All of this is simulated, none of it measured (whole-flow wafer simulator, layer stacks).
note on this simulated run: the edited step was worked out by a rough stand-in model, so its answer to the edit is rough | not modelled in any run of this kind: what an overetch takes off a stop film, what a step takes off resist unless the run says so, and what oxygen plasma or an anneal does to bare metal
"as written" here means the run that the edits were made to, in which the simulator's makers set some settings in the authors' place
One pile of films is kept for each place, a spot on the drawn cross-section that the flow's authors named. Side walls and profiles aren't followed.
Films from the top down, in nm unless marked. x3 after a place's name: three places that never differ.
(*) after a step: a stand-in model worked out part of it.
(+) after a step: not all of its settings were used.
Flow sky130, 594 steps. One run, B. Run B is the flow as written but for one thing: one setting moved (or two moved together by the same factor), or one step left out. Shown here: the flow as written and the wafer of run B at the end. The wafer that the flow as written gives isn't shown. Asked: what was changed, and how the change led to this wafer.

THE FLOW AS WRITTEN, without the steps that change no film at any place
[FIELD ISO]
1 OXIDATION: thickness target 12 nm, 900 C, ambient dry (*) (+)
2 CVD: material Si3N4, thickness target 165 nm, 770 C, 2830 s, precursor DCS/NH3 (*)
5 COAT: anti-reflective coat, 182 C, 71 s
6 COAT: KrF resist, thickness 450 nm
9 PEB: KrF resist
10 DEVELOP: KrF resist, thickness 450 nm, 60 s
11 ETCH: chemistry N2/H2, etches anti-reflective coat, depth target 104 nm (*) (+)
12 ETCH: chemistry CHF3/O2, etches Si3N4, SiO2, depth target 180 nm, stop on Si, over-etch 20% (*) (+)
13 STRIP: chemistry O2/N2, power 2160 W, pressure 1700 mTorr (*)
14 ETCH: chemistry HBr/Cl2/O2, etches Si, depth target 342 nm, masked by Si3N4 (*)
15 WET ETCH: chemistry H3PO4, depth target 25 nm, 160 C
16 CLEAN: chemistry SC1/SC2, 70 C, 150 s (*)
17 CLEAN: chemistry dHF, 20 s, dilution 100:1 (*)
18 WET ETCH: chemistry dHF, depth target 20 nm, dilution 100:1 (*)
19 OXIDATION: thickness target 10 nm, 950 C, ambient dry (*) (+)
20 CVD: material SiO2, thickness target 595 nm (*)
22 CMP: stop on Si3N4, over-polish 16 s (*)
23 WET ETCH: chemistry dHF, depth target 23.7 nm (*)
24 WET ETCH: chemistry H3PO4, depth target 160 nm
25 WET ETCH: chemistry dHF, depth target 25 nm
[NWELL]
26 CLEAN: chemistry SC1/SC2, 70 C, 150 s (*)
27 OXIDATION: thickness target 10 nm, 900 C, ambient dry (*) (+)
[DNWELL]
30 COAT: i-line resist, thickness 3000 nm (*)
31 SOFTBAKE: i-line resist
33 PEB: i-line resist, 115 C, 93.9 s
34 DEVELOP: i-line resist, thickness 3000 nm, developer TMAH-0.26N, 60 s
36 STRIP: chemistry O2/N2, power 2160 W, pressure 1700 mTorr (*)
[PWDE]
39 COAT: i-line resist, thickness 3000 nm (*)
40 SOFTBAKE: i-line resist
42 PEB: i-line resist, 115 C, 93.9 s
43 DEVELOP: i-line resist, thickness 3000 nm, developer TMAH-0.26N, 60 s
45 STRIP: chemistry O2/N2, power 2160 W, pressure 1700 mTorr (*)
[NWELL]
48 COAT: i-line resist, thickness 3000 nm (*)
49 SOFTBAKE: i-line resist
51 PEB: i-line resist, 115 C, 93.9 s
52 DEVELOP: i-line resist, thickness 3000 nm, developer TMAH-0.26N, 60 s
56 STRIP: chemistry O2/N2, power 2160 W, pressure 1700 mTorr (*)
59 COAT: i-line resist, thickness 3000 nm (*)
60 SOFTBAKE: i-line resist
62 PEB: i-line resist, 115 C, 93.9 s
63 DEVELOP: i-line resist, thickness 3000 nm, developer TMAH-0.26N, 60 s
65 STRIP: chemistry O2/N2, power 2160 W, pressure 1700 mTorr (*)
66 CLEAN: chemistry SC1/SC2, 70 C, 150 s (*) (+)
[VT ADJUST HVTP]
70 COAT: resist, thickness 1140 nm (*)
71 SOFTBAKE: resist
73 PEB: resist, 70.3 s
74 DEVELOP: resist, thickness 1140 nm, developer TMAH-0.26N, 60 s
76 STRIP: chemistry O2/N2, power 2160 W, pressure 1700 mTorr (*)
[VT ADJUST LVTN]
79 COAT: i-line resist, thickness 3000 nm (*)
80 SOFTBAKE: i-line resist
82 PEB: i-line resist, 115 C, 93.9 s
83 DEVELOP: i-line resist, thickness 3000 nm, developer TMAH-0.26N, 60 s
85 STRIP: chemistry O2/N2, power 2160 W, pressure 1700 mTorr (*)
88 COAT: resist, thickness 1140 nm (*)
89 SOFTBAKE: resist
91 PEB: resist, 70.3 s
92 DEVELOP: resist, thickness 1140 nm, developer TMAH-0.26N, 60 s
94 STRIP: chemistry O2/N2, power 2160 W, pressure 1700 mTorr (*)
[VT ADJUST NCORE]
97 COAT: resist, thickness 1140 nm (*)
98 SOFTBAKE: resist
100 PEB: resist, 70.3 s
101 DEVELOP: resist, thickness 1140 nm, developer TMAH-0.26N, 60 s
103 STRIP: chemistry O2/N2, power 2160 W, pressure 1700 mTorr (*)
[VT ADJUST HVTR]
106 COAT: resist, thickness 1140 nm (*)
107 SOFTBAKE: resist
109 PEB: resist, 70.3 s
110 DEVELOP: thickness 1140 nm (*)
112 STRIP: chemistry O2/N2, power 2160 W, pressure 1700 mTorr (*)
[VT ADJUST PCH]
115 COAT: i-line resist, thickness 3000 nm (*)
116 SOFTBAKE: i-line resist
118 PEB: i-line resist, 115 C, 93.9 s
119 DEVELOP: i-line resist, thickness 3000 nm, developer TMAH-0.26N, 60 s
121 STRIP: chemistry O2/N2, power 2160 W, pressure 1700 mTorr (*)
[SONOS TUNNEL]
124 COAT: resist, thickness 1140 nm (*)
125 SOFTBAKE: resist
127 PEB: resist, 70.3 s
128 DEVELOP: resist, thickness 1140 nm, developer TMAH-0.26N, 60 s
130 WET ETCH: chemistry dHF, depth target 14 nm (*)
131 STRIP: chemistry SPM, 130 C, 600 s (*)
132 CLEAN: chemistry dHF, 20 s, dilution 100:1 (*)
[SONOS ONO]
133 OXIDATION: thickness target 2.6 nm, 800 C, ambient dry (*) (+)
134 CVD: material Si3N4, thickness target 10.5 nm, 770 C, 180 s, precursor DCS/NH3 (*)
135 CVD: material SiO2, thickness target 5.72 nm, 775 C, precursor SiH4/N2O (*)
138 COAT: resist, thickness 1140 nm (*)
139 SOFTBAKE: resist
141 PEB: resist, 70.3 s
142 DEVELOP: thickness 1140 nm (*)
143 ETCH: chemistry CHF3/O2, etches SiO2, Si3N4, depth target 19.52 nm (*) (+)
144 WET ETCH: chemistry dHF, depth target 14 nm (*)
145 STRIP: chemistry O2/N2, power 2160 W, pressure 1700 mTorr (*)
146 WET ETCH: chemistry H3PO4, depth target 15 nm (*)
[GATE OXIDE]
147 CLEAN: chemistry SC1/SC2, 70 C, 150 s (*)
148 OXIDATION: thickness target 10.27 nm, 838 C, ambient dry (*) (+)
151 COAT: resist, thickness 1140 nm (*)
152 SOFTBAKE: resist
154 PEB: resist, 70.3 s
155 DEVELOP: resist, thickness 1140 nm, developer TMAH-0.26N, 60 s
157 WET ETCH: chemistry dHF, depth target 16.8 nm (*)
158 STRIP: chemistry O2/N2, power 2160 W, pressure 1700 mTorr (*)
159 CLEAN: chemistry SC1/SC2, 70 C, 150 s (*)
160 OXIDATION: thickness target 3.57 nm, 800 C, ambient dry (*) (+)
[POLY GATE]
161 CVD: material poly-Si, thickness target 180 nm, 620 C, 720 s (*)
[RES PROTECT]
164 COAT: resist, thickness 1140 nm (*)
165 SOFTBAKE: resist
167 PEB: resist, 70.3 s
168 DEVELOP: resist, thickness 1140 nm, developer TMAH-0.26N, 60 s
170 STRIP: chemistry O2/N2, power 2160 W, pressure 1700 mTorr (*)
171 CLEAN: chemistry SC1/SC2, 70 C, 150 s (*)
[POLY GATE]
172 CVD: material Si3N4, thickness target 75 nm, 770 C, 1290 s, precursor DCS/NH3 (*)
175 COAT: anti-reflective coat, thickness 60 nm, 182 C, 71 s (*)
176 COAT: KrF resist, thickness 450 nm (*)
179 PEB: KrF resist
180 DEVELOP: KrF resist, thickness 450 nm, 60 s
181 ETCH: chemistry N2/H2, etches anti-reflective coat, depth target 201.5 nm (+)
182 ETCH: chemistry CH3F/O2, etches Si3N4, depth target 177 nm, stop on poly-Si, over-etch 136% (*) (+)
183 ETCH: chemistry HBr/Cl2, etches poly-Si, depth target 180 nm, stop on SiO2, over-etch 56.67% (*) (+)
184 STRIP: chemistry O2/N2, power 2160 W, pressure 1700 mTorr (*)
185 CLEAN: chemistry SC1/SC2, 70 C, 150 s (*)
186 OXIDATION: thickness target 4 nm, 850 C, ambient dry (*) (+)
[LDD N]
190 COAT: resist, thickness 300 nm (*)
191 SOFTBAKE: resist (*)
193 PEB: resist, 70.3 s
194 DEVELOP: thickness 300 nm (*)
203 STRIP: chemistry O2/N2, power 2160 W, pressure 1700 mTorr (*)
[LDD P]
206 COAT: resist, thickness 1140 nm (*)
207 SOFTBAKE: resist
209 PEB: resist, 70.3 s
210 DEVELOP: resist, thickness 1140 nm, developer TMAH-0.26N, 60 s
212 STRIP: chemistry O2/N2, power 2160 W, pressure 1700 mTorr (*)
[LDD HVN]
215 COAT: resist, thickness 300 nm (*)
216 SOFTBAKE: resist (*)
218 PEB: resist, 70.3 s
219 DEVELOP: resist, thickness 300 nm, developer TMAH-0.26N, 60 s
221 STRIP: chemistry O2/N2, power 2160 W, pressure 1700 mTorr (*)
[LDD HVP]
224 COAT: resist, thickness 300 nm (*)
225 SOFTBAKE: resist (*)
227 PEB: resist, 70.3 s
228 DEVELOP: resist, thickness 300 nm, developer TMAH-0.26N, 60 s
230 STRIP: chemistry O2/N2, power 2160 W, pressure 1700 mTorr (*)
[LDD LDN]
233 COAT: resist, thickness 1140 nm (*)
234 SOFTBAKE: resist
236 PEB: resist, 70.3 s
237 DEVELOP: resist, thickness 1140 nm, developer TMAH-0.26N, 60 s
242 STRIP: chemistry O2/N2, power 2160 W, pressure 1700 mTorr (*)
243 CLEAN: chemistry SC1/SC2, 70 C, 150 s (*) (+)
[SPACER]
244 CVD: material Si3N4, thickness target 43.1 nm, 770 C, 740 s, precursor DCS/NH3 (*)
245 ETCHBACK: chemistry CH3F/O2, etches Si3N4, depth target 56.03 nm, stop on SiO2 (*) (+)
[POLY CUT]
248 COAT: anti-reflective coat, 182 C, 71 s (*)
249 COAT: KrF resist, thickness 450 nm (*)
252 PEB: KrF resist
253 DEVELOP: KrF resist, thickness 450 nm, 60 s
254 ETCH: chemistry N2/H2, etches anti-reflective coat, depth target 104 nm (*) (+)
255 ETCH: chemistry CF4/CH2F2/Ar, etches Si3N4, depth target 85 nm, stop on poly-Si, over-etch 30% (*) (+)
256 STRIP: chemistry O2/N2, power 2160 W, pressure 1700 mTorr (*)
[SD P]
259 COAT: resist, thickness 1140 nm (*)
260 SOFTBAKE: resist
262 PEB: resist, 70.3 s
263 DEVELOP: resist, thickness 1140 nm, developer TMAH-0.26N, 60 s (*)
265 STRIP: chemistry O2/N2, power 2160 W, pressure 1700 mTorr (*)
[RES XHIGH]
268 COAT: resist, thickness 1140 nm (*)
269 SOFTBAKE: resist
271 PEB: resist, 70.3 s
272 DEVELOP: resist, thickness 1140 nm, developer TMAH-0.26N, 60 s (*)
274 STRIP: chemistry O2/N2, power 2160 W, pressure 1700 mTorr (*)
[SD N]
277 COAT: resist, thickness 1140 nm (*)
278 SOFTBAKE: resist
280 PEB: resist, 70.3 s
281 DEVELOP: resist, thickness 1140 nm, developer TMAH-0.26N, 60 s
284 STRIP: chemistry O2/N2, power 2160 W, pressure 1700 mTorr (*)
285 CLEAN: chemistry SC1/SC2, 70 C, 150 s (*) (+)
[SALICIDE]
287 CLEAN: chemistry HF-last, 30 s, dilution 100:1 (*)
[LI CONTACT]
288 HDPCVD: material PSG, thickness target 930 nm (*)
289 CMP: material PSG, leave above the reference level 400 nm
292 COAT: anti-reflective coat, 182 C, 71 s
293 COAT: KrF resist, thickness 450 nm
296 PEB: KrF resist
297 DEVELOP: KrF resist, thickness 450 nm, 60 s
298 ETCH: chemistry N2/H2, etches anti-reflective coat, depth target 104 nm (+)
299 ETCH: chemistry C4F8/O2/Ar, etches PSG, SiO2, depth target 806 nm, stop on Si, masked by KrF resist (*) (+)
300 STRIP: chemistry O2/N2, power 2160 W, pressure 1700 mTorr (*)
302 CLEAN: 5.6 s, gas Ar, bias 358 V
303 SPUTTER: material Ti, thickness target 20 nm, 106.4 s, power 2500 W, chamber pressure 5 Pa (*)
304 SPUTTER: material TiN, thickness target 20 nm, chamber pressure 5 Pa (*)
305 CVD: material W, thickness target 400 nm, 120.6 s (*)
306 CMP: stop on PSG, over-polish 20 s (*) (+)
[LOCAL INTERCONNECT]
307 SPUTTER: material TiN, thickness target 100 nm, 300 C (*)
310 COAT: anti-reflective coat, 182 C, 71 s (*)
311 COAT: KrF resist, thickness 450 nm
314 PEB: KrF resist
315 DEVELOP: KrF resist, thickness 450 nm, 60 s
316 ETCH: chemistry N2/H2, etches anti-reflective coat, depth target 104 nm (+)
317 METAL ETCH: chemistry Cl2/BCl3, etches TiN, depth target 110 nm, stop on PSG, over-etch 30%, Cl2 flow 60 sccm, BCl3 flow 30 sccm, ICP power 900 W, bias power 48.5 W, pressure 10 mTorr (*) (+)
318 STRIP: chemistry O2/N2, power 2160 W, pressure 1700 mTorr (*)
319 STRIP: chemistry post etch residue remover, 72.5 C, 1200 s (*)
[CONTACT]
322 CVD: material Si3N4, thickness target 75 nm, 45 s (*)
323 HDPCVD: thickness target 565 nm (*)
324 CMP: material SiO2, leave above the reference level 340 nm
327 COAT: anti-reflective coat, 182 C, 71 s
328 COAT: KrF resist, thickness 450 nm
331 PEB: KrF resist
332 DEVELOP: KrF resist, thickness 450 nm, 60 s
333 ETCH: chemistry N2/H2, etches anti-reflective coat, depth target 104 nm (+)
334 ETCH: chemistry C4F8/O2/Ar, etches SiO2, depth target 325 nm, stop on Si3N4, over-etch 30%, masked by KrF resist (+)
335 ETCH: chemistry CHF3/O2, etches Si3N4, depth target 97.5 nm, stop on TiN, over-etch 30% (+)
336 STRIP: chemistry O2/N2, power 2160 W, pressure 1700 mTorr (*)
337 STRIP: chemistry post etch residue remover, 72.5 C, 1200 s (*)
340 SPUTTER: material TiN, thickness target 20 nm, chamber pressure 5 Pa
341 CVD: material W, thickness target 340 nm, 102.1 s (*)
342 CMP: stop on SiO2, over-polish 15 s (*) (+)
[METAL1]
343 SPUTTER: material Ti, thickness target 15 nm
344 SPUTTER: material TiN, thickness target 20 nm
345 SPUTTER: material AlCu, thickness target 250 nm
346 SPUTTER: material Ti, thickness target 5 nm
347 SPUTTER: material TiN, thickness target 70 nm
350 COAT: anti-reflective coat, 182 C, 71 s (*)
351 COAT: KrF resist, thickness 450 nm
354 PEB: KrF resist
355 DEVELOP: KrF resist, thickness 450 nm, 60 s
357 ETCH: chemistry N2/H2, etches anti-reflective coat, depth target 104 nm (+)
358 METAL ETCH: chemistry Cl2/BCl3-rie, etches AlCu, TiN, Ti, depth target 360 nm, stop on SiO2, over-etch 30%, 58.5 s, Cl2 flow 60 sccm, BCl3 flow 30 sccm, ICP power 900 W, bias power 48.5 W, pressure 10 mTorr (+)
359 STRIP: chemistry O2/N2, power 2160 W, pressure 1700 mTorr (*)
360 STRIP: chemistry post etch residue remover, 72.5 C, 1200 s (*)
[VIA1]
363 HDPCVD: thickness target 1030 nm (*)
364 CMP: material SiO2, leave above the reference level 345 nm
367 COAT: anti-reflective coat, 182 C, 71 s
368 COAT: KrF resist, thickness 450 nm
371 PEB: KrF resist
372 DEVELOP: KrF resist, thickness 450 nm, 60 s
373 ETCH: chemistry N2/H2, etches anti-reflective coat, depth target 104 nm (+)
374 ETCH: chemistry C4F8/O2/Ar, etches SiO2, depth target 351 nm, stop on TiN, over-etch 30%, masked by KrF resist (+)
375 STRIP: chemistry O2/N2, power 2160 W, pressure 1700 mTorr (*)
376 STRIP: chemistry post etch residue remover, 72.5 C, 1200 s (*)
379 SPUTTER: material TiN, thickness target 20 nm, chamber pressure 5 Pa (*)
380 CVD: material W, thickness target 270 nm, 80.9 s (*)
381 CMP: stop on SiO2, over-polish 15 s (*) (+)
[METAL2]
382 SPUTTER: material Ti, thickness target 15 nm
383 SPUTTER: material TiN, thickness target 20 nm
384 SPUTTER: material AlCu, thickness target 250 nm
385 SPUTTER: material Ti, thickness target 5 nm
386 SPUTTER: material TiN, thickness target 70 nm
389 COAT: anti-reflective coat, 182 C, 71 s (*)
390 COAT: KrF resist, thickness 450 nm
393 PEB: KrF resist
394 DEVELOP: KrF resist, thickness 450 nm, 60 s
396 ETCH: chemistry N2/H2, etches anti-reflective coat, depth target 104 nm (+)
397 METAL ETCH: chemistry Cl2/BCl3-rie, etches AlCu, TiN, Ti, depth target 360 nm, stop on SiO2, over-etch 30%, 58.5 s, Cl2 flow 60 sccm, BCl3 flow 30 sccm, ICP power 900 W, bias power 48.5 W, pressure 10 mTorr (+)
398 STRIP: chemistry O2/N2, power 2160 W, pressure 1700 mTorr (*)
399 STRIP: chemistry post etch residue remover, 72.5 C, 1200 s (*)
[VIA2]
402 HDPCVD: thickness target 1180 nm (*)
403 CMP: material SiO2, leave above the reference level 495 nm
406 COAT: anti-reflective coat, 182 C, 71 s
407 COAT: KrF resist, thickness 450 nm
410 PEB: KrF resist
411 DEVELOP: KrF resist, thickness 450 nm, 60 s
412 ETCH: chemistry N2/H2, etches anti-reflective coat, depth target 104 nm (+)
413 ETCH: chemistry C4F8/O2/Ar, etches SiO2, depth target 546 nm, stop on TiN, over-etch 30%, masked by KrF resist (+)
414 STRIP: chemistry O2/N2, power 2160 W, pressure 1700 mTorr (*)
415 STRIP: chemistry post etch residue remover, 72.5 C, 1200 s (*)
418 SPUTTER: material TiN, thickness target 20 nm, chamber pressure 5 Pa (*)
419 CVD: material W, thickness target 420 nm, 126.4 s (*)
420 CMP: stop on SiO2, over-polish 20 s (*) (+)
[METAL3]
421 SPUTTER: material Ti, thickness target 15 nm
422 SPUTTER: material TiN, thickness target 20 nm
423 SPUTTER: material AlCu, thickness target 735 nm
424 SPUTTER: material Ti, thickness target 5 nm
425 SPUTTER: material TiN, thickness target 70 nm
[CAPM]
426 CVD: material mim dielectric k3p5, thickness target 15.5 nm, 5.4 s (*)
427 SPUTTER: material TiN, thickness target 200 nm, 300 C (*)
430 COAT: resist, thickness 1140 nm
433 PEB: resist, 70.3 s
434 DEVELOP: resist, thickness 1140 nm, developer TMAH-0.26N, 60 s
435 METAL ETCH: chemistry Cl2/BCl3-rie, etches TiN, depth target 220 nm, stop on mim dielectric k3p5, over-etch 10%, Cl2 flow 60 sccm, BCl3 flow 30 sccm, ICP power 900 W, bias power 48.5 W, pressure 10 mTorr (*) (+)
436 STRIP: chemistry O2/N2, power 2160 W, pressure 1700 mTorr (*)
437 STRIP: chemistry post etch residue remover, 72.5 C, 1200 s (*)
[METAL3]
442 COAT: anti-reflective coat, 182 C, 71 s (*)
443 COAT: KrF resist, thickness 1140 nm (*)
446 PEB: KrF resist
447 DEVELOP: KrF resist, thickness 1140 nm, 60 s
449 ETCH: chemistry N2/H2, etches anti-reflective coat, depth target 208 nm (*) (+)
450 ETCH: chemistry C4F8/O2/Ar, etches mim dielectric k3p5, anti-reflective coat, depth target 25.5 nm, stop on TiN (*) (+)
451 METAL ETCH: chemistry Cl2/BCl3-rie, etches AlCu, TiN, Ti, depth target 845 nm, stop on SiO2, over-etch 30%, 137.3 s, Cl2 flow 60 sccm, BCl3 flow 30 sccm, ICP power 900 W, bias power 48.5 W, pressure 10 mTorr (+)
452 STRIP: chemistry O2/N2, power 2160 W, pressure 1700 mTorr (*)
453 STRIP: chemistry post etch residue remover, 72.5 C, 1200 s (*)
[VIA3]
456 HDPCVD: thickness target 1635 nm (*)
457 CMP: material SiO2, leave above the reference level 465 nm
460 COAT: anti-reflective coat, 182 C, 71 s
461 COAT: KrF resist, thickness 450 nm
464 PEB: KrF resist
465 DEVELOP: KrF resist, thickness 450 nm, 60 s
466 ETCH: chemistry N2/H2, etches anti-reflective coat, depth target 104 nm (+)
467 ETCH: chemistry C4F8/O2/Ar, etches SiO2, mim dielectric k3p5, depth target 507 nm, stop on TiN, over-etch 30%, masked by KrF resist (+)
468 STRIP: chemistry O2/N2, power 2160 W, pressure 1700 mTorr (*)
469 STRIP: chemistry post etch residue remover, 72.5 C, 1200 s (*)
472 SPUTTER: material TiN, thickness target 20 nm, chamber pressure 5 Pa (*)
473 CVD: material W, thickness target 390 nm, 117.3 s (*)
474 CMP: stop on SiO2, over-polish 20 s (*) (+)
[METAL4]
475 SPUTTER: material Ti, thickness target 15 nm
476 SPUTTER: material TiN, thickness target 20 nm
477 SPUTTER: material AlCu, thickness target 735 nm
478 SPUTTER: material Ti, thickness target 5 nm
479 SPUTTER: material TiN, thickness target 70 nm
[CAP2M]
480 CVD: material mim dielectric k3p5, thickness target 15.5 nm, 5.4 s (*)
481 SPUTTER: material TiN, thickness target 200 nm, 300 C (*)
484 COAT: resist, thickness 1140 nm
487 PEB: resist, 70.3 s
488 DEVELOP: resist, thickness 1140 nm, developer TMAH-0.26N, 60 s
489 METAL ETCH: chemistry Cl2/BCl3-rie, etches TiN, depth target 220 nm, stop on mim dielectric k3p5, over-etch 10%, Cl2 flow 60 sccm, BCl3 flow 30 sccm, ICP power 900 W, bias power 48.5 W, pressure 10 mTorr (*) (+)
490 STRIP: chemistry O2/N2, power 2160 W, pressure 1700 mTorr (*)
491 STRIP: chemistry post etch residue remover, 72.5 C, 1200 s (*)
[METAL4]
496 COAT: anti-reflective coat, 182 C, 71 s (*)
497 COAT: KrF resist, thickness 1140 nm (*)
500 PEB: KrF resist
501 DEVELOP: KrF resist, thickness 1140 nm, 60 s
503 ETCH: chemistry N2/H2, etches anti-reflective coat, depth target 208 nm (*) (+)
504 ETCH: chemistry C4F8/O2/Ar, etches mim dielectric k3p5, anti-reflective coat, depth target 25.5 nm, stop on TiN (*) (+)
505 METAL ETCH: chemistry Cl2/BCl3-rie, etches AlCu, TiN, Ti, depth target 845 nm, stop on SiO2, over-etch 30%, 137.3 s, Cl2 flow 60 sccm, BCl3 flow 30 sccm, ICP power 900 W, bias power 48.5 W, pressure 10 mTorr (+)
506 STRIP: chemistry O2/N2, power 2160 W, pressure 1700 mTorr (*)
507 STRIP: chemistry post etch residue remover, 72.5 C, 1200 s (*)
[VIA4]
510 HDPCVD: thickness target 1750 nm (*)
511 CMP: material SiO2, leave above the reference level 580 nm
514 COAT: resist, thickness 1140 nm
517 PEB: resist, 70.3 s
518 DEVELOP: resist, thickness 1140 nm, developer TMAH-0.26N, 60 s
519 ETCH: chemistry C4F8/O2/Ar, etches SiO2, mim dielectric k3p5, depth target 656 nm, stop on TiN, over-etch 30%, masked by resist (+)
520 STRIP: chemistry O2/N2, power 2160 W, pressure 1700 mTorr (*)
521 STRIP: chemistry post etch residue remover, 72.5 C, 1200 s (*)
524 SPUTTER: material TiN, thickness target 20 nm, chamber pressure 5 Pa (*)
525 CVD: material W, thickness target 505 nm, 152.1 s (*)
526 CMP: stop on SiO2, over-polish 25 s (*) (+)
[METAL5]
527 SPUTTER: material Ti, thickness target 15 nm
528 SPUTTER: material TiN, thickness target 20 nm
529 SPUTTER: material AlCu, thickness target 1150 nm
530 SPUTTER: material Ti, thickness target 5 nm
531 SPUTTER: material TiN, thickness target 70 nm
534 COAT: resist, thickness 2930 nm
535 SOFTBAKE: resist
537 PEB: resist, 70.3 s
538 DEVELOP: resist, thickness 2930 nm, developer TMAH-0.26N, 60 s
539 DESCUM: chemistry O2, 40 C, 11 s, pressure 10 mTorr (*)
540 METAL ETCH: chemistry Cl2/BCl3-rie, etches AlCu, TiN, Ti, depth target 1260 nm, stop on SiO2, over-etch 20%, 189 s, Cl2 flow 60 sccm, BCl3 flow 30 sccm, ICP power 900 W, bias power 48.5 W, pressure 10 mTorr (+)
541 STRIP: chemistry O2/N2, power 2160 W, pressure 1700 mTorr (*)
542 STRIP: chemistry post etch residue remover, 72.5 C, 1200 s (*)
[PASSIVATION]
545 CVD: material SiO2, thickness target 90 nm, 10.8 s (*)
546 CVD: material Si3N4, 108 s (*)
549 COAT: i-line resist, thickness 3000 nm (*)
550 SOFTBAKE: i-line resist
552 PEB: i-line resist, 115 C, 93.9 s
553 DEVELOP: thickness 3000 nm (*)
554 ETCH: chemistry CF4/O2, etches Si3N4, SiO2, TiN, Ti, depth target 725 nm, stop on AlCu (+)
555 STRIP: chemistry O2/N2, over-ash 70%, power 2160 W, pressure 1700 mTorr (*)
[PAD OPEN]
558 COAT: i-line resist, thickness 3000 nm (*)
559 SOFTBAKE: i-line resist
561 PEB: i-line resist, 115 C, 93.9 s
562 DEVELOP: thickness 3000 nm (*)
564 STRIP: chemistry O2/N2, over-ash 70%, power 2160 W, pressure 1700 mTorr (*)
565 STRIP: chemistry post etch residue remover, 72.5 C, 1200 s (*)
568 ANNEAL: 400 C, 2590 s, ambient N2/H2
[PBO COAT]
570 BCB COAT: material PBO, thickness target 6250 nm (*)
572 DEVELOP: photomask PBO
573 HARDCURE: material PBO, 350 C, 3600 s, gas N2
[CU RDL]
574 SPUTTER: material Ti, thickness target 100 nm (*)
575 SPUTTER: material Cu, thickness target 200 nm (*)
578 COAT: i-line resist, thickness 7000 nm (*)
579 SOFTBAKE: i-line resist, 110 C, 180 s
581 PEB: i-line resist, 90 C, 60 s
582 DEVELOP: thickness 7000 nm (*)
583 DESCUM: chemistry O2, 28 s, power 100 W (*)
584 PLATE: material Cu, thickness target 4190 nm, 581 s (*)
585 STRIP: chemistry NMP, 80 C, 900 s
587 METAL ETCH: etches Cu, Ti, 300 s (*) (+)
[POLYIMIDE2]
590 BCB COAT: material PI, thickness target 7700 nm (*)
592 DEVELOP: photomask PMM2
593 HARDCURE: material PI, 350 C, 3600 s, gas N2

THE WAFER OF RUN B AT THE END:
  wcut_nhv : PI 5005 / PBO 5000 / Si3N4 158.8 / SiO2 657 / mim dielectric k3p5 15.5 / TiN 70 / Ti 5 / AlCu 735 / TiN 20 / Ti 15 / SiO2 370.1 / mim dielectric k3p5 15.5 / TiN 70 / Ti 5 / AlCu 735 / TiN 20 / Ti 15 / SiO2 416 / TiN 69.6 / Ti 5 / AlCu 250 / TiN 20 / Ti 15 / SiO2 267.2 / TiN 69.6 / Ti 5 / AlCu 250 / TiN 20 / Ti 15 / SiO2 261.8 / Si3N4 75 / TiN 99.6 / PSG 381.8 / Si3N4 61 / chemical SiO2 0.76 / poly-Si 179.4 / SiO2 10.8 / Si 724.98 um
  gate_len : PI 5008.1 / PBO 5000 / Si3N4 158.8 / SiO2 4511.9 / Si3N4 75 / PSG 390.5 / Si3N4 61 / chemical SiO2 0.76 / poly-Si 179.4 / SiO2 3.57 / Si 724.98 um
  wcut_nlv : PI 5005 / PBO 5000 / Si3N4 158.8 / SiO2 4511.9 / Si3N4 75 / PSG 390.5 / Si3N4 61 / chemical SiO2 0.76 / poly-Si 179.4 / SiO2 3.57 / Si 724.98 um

The cause: step 545, CVD: thickness target 143 nm was run, where the flow has thickness target 90 nm; step 545, CVD: 17.2 s was run, where the flow has 10.8 s.

How the change led to this, step by step:
  545 CVD: material SiO2, thickness target 90 nm, 10.8 s (*)
      field, active, gate and 175 more: SiO2 +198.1 (as written it would be: SiO2 +125.2)
      n_well, p_well, sd_n and 12 more: SiO2 +198.1 (new film) (as written it would be: SiO2 +125.2 (new film))
  550 SOFTBAKE: i-line resist
      active: i-line resist +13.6 (as written it would be: i-line resist +12)
      gate: i-line resist -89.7 (as written it would be: i-line resist -85.5)
      (and at 61 more places)
  554 ETCH: chemistry CF4/O2, etches Si3N4, SiO2, TiN, Ti, depth target 725 nm, stop on AlCu (+)
      field, active, n_well and 189 more: i-line resist -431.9 (as written it would be: i-line resist -358.9)
      pad: Si3N4 -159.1 (all of it), SiO2 -198.1 (all of it), TiN -69.6 (all of it), Ti -5 (all of it) (as written it would be: Si3N4 -159.1 (all of it), SiO2 -125.2 (all of it), TiN -69.6 (all of it), Ti -5 (all of it))
  555 STRIP: chemistry O2/N2, over-ash 70%, power 2160 W, pressure 1700 mTorr (*)
      gate_hv, dice_street, iso_guard and 83 more: i-line resist -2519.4 (all of it) (as written it would be: i-line resist -2592.4 (all of it))
      n_well, p_well, sd_n, sd_p: i-line resist -1267.9 (all of it) (as written it would be: i-line resist -1340.8 (all of it))
      (and at 102 more places)
  558 COAT: i-line resist, thickness 3000 nm (*)
      pad: i-line resist +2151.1 (new film) (as written it would be: i-line resist +2077.7 (new film))
  559 SOFTBAKE: i-line resist
      field: i-line resist +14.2 (as written it would be: i-line resist +12.5)
      active: i-line resist +13.6 (as written it would be: i-line resist +12)
      (and at 68 more places)
  561 PEB: i-line resist, 115 C, 93.9 s
      pad: i-line resist -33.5 (as written it would be: i-line resist -32.2)
  562 DEVELOP: thickness 3000 nm (*)
      pad: i-line resist -2117.6 (all of it) (as written it would be: i-line resist -2045.5 (all of it))
  578 COAT: i-line resist, thickness 7000 nm (*)
      pad: i-line resist +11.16 um (new film) (as written it would be: i-line resist +11.08 um (new film))
  579 SOFTBAKE: i-line resist, 110 C, 180 s
      mim, vcap_hvt: i-line resist -18.1 (as written it would be: i-line resist -16.8)
      ndiff_licon_rim, ndiff_licon: i-line resist -9 (as written it would be: i-line resist -8.01)
      (and at 28 more places)
  582 DEVELOP: thickness 7000 nm (*)
      pad: i-line resist -11.16 um (all of it) (as written it would be: i-line resist -11.08 um (all of it))
